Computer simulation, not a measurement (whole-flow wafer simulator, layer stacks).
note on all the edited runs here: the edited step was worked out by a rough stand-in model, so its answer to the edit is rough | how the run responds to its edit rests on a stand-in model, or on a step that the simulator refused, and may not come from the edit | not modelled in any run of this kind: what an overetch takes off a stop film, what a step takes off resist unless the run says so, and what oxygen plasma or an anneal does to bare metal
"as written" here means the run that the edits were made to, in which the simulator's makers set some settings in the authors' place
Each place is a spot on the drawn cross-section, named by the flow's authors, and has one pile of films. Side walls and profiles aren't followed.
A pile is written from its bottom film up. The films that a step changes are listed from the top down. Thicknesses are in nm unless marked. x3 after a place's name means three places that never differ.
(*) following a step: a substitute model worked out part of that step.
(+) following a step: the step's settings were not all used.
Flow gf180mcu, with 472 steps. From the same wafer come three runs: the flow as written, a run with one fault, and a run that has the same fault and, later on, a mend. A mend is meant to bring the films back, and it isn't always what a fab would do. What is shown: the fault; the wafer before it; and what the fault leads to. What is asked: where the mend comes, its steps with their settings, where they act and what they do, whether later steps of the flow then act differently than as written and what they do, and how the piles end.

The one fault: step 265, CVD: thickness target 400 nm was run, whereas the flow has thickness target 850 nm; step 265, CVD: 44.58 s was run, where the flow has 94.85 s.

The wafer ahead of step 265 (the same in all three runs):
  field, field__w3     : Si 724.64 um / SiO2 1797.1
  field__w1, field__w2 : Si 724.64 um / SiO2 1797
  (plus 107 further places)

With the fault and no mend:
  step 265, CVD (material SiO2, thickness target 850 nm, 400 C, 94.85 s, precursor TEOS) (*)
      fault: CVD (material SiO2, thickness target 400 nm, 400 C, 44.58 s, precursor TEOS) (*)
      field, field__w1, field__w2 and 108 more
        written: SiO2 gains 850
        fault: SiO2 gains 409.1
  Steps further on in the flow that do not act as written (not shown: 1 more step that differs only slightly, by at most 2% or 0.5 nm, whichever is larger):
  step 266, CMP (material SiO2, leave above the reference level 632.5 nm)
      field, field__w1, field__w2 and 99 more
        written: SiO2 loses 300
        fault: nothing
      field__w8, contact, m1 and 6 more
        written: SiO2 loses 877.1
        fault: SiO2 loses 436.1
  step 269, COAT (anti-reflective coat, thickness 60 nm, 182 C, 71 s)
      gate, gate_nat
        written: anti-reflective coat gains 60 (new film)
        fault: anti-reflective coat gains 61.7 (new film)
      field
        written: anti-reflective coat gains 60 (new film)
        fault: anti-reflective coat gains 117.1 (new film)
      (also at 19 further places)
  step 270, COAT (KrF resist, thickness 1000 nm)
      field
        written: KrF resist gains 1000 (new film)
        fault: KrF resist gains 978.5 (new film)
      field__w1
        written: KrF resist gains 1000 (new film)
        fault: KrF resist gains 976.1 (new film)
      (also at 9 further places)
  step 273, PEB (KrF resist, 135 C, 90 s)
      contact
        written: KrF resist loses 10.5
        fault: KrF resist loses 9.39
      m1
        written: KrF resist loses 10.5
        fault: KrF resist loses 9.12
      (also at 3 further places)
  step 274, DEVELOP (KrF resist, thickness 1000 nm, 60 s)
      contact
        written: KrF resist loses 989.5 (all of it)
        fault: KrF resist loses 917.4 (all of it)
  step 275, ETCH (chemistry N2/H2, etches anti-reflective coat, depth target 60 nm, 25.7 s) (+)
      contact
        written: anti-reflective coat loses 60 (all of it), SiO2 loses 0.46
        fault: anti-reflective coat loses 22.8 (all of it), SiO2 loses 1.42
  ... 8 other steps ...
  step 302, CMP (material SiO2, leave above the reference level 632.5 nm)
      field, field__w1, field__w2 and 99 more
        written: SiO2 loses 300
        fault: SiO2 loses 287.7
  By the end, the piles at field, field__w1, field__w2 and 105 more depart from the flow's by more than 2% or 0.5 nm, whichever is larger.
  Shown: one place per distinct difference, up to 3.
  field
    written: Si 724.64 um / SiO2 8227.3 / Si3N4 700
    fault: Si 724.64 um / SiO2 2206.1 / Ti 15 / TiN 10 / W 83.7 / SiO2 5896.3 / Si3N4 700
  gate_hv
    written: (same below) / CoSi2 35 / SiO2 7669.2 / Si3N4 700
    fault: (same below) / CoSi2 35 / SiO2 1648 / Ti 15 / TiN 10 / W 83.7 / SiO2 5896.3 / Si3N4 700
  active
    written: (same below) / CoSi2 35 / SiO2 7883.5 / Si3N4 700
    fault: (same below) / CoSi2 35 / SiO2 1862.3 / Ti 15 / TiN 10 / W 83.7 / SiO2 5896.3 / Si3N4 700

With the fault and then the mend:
  After step 265 comes the mend.
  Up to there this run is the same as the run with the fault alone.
  step 265a, CVD (material SiO2, thickness target 450 nm, 400 C, 50.22 s, precursor TEOS) (*) (the flow's step 265, run once more with other settings)
      field, field__w1, field__w2 and 108 more
        SiO2 gains 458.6
  Steps further on in the flow that do not act as written:
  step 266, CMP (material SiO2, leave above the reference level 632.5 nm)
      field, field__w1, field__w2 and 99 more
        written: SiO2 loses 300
        mend: SiO2 loses 317.6
  The piles end the same as the flow's at every place that both follow.
